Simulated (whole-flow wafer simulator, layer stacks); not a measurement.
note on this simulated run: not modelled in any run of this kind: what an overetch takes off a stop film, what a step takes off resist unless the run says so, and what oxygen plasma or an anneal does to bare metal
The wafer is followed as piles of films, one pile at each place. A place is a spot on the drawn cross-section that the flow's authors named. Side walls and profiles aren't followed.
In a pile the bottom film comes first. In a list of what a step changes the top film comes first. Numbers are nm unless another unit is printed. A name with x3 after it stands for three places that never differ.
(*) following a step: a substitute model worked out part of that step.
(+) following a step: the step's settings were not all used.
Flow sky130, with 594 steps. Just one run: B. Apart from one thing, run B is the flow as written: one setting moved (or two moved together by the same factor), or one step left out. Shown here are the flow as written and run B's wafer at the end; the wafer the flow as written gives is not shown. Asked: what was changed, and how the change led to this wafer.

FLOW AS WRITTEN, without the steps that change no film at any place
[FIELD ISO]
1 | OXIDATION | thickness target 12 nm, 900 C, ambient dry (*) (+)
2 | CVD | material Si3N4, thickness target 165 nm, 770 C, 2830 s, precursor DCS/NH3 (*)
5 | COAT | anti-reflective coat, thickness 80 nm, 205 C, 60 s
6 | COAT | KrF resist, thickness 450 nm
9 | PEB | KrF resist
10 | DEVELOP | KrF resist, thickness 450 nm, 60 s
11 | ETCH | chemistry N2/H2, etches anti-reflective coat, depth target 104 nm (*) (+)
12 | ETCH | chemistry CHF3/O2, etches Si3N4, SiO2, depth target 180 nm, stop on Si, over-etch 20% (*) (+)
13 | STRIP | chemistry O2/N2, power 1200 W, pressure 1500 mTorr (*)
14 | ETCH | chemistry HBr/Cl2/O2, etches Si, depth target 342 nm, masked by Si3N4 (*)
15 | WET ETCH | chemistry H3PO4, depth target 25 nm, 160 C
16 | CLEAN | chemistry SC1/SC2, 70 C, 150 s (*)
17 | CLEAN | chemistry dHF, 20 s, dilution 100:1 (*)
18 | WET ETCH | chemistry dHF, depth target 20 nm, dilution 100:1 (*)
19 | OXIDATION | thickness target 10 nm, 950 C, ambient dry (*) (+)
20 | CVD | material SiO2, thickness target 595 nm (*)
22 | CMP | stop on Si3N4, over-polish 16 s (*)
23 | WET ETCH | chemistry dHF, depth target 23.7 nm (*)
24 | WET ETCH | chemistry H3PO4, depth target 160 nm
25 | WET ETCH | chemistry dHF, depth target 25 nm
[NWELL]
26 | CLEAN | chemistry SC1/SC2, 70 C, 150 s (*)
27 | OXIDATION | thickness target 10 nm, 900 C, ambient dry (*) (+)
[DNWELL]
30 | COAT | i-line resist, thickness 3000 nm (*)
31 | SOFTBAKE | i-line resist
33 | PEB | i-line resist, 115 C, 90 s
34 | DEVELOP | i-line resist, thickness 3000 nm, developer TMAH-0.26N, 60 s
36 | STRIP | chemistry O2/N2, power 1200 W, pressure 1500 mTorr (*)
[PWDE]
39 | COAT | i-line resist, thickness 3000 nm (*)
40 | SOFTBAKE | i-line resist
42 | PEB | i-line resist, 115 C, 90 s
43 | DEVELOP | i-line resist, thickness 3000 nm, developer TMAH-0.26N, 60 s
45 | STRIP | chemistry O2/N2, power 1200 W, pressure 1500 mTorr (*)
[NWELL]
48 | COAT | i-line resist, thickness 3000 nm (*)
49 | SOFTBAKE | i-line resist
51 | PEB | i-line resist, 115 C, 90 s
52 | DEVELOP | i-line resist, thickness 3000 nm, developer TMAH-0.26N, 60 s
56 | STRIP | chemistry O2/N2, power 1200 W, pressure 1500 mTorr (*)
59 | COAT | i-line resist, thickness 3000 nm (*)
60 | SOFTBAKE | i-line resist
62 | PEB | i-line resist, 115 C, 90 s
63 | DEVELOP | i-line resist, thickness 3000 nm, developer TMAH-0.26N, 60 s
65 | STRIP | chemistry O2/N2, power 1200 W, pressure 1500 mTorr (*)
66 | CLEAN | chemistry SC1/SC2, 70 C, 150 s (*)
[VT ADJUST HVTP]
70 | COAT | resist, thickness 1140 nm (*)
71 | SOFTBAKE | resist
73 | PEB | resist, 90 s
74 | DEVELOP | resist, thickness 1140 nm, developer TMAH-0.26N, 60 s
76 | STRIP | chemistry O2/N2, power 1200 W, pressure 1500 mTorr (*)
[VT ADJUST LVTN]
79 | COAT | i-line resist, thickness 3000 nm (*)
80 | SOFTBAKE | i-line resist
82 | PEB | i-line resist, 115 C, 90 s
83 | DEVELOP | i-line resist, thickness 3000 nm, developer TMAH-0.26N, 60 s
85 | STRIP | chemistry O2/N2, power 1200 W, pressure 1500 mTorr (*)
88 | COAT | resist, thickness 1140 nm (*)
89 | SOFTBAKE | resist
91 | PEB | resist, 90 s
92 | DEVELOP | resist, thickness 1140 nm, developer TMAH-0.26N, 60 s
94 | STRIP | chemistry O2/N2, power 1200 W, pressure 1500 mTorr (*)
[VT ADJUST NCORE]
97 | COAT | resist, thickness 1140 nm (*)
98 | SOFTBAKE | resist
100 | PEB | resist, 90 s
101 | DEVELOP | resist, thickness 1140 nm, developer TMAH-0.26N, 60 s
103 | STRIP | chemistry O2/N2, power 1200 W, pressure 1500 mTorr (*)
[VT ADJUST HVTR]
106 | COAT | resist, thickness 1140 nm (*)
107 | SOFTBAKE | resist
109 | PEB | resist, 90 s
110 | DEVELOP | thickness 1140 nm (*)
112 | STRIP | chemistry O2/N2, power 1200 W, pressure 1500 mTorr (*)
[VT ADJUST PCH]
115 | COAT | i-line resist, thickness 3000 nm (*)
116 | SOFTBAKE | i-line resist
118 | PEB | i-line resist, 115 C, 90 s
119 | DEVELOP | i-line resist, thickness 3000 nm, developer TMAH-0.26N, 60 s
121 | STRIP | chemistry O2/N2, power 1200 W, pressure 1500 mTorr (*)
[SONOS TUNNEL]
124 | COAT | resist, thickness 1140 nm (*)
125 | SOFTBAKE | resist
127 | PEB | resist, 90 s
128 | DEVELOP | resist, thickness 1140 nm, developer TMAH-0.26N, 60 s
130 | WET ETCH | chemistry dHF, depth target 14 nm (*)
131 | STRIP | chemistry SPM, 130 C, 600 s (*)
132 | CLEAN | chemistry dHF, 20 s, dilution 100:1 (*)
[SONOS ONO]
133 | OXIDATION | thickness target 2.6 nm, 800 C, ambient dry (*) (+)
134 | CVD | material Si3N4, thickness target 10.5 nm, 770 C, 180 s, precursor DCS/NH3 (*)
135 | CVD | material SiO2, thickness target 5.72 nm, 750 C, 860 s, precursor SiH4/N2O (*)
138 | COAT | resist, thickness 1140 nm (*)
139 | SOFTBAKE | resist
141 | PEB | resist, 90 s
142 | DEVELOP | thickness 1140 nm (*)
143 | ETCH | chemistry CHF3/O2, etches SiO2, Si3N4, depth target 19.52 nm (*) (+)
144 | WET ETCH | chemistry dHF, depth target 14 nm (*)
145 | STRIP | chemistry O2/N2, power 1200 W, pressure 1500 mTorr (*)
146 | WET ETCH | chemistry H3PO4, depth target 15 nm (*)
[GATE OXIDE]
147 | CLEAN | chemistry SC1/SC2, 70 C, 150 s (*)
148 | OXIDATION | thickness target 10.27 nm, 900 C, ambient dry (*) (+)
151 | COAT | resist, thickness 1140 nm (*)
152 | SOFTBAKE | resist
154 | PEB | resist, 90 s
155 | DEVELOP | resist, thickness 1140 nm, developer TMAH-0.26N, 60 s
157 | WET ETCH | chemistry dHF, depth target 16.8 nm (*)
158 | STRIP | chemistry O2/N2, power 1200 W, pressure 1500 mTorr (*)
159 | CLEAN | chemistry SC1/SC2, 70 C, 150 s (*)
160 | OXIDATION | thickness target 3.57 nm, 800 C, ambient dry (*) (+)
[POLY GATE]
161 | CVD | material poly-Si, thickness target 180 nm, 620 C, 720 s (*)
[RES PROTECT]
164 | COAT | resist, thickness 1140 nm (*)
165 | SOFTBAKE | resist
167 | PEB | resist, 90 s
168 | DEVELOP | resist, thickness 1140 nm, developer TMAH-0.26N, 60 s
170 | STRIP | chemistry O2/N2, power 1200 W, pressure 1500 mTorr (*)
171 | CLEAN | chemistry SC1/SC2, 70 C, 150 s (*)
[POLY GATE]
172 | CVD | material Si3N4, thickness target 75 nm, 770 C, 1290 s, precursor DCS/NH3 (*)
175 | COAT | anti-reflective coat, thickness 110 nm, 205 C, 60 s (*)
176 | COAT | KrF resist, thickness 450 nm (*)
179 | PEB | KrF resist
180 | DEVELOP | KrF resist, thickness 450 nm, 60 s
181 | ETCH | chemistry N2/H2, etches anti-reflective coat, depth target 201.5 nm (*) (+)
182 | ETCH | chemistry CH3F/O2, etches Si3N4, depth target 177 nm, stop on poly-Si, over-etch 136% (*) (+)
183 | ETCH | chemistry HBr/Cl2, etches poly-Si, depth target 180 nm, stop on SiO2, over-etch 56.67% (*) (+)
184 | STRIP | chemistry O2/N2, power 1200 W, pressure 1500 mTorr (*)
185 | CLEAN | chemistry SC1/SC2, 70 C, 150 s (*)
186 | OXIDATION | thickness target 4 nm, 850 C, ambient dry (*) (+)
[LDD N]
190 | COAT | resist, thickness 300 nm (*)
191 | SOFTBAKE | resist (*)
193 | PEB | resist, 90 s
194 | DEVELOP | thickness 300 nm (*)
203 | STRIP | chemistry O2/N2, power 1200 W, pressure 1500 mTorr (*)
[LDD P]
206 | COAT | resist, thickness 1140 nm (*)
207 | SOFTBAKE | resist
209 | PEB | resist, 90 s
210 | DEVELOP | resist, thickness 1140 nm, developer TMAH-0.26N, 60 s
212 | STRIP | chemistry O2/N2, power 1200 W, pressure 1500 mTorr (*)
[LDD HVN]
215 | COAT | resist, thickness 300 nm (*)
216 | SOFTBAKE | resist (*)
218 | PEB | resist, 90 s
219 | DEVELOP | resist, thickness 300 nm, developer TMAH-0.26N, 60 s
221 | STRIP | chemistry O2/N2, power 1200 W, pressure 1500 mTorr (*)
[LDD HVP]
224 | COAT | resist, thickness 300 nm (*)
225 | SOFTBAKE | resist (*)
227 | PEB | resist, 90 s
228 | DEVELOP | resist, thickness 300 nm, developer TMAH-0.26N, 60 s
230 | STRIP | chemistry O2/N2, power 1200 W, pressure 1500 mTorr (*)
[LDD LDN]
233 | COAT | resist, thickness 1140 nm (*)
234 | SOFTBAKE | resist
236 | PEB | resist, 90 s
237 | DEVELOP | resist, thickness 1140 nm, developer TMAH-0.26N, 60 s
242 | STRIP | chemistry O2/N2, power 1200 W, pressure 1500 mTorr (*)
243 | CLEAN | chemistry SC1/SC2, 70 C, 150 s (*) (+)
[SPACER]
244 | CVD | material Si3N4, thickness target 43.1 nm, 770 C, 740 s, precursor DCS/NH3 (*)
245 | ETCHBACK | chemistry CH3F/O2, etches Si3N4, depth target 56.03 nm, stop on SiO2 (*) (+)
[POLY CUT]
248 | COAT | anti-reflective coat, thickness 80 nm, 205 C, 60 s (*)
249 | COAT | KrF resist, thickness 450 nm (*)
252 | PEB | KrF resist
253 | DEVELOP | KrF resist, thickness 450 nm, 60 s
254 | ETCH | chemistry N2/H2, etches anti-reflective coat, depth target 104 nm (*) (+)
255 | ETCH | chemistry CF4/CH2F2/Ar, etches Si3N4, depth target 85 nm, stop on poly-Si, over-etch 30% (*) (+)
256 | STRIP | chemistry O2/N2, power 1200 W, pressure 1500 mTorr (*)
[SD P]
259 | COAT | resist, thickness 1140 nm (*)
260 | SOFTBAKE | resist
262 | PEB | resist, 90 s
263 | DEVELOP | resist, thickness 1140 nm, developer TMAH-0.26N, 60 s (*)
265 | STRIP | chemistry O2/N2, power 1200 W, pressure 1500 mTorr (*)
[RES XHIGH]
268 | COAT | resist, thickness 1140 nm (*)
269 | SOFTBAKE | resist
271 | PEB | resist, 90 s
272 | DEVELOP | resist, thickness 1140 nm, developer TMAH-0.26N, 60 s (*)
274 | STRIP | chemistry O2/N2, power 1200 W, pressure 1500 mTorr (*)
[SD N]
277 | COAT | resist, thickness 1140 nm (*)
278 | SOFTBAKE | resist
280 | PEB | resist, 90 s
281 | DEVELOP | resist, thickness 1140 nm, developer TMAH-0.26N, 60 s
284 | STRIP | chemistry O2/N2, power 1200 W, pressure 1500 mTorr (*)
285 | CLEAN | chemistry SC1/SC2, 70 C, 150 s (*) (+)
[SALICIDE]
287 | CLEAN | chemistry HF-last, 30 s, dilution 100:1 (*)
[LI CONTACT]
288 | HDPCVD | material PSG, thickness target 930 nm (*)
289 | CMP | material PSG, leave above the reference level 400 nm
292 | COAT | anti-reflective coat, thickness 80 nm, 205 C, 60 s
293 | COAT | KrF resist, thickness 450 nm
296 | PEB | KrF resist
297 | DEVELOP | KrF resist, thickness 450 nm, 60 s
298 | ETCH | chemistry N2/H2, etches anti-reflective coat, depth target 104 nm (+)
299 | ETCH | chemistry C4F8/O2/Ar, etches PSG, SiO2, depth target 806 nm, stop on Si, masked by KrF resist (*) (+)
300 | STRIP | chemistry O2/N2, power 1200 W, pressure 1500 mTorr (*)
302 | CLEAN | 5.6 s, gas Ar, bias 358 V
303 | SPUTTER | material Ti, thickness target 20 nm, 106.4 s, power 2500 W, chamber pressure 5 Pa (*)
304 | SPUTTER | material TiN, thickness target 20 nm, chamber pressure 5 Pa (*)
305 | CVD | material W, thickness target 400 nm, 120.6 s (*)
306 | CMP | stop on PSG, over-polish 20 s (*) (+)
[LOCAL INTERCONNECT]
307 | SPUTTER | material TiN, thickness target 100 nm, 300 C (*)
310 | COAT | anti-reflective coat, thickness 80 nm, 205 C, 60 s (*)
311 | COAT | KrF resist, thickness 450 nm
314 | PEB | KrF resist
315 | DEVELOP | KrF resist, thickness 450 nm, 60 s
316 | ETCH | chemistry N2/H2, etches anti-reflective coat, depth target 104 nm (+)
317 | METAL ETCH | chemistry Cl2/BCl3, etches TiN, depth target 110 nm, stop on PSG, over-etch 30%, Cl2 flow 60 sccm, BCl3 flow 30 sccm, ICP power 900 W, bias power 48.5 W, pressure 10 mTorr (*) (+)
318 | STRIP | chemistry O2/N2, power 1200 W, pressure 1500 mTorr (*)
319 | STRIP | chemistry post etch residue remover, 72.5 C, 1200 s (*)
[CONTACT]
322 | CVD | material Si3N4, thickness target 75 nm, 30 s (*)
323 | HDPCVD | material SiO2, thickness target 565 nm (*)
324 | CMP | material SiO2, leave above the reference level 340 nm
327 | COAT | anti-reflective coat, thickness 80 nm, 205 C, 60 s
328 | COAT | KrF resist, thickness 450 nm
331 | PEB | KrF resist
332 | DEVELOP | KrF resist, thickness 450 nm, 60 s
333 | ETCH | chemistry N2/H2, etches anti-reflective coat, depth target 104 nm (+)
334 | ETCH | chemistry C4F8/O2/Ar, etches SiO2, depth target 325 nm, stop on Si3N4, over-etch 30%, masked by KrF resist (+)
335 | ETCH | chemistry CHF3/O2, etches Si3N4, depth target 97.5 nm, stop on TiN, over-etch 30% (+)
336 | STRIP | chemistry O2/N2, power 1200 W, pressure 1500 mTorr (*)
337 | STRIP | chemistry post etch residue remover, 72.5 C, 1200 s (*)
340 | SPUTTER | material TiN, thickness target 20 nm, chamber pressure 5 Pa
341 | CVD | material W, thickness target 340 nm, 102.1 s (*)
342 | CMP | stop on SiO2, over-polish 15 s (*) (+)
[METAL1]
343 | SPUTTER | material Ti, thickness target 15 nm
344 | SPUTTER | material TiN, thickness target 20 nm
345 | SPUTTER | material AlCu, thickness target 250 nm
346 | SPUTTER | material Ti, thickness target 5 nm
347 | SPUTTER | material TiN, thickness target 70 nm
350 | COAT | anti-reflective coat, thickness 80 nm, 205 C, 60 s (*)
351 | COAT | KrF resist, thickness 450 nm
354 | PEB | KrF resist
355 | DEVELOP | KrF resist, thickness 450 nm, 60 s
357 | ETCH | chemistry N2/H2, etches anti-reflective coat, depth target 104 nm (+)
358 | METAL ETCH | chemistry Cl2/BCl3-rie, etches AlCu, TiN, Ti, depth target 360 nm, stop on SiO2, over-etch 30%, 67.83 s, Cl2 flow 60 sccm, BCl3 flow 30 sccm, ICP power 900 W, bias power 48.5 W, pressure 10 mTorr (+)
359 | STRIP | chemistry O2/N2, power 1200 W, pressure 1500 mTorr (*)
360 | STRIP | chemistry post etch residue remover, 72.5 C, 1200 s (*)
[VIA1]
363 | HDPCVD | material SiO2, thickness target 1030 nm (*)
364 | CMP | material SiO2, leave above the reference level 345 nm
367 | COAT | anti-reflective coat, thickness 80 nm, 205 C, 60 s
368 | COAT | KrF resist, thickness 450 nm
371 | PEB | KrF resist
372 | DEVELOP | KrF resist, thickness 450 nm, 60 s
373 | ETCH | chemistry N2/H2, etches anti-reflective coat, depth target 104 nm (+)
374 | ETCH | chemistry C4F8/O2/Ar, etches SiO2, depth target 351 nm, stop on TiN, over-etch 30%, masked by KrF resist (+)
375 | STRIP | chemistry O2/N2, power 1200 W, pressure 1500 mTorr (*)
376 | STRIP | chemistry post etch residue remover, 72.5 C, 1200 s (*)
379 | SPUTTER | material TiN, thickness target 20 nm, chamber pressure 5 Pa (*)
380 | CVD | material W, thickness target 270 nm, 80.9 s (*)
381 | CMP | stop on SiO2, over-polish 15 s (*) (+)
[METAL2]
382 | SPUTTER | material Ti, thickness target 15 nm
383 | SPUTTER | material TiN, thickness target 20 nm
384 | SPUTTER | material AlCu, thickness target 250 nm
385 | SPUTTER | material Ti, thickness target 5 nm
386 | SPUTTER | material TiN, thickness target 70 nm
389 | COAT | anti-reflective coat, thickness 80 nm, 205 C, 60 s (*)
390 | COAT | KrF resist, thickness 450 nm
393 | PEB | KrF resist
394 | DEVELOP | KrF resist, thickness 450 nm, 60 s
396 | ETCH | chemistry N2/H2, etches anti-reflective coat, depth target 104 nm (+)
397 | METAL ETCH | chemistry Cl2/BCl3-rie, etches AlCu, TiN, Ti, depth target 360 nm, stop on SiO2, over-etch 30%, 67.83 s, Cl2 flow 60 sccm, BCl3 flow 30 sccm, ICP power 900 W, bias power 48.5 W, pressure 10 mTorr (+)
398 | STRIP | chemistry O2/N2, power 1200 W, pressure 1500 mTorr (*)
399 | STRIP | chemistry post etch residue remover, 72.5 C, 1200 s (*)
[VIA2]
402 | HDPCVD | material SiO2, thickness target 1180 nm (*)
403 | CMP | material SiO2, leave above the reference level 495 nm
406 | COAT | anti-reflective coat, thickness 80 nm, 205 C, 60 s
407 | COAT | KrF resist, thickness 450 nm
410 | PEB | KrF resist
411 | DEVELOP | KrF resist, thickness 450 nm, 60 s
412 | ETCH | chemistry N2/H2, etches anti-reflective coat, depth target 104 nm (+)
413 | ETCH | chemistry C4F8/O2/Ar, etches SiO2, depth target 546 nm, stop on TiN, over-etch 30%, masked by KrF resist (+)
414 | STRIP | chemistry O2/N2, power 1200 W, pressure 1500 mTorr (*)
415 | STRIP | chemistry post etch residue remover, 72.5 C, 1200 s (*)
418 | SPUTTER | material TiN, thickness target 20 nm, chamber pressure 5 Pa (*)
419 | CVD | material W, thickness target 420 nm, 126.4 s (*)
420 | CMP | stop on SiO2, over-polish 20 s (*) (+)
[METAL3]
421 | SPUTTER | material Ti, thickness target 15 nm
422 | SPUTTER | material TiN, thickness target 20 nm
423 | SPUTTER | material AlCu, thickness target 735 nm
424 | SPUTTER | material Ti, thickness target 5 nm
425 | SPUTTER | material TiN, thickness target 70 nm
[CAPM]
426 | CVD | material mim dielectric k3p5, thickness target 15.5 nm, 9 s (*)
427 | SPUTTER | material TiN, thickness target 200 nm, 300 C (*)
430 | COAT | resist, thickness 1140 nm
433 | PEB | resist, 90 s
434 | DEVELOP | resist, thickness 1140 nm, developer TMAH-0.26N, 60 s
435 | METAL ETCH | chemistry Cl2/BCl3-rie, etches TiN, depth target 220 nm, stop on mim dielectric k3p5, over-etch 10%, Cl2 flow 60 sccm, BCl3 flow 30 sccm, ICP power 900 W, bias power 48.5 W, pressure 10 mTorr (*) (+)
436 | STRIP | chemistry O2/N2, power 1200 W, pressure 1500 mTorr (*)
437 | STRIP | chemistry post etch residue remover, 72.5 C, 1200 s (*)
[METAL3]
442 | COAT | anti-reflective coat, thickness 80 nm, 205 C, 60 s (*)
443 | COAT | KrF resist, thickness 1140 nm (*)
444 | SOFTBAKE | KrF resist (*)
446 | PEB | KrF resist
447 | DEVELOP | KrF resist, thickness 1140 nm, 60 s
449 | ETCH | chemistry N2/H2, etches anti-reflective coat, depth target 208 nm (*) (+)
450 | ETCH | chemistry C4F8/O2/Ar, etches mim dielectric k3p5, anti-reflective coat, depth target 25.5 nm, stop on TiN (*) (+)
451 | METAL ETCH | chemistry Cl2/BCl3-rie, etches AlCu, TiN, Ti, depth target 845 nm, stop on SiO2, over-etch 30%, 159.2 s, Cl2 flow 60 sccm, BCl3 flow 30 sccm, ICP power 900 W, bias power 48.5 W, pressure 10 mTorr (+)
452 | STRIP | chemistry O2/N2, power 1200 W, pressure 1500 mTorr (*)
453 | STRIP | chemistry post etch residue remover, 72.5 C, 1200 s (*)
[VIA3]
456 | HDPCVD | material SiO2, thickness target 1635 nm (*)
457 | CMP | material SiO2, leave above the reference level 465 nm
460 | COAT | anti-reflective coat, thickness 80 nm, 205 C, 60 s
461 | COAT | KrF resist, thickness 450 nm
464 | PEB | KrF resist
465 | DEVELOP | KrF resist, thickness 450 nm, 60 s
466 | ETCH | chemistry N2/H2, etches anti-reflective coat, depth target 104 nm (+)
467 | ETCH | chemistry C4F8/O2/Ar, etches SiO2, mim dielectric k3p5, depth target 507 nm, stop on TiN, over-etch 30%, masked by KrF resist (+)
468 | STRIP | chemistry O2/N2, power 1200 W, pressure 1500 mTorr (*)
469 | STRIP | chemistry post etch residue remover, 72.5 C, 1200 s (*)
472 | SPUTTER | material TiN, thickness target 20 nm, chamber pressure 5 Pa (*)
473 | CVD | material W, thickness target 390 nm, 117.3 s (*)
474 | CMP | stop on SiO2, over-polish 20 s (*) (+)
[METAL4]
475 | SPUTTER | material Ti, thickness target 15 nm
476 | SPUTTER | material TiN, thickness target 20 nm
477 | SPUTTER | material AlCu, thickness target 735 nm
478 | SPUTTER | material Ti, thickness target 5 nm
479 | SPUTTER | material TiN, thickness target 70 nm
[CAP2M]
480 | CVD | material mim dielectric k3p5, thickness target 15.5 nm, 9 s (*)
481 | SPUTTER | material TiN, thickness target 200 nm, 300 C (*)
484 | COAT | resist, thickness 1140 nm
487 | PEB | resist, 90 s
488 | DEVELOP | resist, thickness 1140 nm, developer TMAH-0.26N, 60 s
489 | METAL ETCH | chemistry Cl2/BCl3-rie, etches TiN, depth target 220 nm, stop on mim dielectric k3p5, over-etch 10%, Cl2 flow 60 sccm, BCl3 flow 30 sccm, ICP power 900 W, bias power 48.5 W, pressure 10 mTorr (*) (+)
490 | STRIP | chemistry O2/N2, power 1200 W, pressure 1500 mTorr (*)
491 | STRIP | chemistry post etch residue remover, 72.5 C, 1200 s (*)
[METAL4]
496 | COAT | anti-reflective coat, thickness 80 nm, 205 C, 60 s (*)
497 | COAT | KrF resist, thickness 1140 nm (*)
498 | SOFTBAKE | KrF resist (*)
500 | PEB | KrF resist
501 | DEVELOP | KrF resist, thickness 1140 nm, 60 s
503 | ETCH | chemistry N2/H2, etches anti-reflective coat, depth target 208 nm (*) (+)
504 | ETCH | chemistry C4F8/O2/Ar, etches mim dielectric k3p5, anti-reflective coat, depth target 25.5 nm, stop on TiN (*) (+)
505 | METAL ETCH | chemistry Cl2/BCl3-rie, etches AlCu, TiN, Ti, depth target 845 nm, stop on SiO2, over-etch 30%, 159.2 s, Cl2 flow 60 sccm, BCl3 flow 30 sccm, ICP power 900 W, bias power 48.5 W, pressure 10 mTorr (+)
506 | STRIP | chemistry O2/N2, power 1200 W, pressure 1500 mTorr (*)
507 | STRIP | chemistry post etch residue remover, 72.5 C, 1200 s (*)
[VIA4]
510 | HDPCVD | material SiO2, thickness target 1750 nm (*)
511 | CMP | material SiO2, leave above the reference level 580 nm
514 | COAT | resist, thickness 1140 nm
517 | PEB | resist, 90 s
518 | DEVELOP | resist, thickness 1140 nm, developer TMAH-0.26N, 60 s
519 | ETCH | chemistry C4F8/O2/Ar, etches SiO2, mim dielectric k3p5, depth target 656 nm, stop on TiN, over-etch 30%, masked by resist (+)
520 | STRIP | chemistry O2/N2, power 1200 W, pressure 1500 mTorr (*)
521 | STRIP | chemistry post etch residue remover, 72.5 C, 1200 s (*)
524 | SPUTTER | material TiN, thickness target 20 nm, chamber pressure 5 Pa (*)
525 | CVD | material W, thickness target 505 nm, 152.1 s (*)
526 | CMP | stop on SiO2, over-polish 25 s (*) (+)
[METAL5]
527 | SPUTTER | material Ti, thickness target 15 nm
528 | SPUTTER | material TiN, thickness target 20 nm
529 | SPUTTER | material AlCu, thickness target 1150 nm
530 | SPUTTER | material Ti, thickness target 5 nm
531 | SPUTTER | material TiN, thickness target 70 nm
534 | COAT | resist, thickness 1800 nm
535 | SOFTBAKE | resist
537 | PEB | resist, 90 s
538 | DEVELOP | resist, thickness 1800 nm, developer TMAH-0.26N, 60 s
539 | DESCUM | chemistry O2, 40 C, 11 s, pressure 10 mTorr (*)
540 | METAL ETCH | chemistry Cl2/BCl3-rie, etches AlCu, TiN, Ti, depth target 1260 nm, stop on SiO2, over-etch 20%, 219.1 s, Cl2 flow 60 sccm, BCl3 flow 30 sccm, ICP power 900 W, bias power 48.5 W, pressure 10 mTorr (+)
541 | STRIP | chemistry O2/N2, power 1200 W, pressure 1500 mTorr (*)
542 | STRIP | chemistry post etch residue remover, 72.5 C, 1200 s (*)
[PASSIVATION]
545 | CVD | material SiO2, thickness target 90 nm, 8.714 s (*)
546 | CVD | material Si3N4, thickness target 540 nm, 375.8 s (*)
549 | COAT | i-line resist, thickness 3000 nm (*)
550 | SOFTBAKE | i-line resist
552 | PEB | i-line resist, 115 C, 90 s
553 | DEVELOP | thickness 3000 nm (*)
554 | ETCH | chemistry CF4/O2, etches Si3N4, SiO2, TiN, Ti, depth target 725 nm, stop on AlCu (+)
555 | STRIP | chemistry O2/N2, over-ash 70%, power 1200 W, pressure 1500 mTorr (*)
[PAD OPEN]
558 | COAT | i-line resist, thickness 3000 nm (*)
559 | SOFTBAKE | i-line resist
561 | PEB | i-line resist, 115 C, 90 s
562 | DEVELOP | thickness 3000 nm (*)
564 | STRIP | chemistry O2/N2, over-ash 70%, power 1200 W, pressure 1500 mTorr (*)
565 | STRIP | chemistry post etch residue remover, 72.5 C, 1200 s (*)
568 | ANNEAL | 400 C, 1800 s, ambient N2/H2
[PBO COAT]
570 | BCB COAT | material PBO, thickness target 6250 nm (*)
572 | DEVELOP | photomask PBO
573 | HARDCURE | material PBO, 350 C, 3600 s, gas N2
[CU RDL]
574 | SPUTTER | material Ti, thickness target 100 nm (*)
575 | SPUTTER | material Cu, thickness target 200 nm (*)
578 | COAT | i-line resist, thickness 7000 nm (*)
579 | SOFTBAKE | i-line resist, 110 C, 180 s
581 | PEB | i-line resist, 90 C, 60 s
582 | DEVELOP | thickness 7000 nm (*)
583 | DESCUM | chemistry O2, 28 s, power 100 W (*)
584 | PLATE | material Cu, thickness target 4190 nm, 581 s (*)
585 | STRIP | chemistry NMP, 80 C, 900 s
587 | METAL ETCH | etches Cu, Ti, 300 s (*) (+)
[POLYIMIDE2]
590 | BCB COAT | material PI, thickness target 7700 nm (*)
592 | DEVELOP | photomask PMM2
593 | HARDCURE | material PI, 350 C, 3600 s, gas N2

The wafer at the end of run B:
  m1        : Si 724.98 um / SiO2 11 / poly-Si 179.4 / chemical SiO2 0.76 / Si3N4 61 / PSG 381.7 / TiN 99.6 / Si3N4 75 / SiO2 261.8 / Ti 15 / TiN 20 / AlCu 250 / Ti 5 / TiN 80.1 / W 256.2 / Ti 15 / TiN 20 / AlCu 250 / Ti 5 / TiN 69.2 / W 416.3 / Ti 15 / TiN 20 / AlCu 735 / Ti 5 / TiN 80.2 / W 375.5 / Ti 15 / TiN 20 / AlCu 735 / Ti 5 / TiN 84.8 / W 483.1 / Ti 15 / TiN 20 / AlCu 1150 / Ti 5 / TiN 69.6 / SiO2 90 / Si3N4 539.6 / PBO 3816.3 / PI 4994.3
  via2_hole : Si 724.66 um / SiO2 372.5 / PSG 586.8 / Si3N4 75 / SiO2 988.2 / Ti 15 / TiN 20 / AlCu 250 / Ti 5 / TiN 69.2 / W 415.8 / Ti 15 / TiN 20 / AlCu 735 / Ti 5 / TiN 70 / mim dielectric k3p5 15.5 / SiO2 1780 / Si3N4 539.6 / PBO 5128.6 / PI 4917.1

What caused this: step 418, SPUTTER: material TiN, thickness target 20 nm, chamber pressure 5 Pa (*), was omitted.

Step by step, how the change led to this:
  420 | CMP | stop on SiO2, over-polish 20 s (*) (+)
      field, active, n_well and 186 more: -420 W (all of it), -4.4 SiO2 (as written it would have been: -420 W (all of it), -20 TiN (all of it), -4.4 SiO2)
      m1, via2_hole: -425 W (as written it would have been: -445 W)
